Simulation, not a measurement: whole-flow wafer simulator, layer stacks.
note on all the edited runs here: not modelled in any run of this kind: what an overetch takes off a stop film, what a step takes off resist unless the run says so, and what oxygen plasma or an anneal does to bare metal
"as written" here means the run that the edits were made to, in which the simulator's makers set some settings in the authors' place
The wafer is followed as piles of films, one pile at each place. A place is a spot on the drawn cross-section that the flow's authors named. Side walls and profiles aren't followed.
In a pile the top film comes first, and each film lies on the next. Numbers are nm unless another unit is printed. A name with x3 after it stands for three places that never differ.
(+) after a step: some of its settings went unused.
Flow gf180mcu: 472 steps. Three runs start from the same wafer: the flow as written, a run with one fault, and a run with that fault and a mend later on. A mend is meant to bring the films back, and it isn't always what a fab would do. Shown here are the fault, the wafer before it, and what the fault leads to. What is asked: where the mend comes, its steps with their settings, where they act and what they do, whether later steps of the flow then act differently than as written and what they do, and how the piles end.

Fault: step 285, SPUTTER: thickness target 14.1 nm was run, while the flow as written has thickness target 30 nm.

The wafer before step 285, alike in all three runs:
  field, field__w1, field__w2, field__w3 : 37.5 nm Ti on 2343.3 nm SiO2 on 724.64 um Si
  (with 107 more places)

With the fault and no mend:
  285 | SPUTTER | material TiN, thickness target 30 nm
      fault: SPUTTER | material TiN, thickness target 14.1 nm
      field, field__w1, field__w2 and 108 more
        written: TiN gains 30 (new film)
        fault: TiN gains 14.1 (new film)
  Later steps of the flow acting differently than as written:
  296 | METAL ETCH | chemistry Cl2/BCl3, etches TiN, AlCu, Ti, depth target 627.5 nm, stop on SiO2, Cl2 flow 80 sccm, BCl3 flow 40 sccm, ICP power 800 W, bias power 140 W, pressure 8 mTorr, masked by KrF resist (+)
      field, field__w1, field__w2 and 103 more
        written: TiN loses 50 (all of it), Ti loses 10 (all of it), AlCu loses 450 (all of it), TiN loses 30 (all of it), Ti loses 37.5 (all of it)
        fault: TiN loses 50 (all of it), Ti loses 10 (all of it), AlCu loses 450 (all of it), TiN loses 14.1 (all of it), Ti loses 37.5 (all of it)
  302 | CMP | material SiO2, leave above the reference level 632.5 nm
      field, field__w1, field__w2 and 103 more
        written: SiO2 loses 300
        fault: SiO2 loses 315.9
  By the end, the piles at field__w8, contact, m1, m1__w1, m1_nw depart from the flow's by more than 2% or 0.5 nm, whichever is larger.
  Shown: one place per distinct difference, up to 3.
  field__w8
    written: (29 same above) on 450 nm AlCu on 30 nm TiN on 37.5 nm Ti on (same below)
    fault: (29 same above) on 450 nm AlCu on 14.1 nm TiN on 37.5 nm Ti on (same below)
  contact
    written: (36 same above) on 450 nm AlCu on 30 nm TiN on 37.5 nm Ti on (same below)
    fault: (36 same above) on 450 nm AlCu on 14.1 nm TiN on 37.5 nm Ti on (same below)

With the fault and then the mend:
  After step 285 comes the mend.
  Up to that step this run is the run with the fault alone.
  285a | SPUTTER | material TiN, thickness target 15.9 nm (a further turn of the flow's step 285, with different settings)
      field, field__w1, field__w2 and 108 more
        TiN gains 15.9
  None of the later steps of the flow acts differently than as written at any place that is followed.
  At every place that both follow, the piles at the end match the flow's.
